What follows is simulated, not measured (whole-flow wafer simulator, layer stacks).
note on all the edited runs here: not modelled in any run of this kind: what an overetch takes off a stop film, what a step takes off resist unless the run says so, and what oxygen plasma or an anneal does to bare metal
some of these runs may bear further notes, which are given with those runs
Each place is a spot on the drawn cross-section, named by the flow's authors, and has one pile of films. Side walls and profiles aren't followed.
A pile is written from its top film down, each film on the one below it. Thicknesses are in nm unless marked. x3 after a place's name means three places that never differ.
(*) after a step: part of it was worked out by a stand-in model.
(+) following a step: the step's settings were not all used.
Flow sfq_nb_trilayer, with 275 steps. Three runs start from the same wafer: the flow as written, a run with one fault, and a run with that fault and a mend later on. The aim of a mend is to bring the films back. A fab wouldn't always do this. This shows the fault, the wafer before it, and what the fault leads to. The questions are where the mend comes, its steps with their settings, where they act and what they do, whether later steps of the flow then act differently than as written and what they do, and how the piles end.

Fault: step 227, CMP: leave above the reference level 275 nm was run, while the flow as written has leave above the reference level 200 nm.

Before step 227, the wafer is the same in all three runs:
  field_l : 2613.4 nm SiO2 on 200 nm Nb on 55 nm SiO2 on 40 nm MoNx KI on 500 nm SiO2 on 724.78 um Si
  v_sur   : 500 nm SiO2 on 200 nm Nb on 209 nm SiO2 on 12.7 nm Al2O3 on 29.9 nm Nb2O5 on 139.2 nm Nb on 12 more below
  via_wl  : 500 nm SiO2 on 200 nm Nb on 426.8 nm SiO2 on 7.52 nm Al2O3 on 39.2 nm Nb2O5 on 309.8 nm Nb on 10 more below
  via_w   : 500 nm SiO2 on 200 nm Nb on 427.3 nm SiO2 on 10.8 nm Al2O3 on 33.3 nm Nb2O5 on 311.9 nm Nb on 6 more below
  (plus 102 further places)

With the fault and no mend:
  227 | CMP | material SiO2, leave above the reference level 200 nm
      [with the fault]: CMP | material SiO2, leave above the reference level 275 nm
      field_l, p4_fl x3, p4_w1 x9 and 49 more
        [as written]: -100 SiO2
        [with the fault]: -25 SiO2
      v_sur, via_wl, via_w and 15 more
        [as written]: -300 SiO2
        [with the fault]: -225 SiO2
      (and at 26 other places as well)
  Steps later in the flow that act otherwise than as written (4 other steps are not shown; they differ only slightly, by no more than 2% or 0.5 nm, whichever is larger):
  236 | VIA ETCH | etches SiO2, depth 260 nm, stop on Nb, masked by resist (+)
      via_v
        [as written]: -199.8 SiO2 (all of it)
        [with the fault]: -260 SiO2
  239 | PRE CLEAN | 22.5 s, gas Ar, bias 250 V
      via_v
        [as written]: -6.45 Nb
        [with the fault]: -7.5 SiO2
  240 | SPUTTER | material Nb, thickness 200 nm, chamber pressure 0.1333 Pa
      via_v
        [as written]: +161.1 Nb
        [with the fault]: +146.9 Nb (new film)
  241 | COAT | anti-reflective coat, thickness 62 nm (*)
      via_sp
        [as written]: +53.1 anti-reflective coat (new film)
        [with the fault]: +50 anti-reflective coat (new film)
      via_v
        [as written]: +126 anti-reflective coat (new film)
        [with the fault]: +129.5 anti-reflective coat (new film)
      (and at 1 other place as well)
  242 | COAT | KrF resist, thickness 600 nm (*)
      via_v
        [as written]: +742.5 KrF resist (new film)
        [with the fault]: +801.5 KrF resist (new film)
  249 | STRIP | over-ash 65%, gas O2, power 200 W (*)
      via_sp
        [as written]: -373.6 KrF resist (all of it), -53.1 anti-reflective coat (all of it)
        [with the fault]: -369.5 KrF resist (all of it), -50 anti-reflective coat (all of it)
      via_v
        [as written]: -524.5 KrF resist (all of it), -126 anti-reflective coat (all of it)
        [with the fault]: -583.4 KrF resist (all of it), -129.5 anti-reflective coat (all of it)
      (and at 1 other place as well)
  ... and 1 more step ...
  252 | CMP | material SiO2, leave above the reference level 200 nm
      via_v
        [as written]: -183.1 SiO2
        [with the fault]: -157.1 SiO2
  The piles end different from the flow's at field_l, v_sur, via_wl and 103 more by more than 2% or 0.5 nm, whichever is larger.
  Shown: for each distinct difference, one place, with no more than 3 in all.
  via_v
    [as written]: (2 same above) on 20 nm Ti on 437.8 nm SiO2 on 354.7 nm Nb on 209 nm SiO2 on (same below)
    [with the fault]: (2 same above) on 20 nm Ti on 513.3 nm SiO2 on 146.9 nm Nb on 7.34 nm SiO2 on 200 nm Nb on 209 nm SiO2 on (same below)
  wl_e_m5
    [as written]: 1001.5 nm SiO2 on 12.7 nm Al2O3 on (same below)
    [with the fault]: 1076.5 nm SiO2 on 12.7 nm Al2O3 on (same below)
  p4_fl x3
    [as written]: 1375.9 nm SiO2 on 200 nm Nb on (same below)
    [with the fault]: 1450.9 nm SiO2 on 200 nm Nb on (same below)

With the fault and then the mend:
  The mend follows step 228.
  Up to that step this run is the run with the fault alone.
  228a | CMP | material SiO2, leave above the reference level 200 nm (the flow's step 227 again)
      field_l, v_sur, via_wl and 103 more
        -75 SiO2
  Later steps of the flow that are run all act as written at every place that is followed.
  The piles end the same as the flow's at every place that both follow.
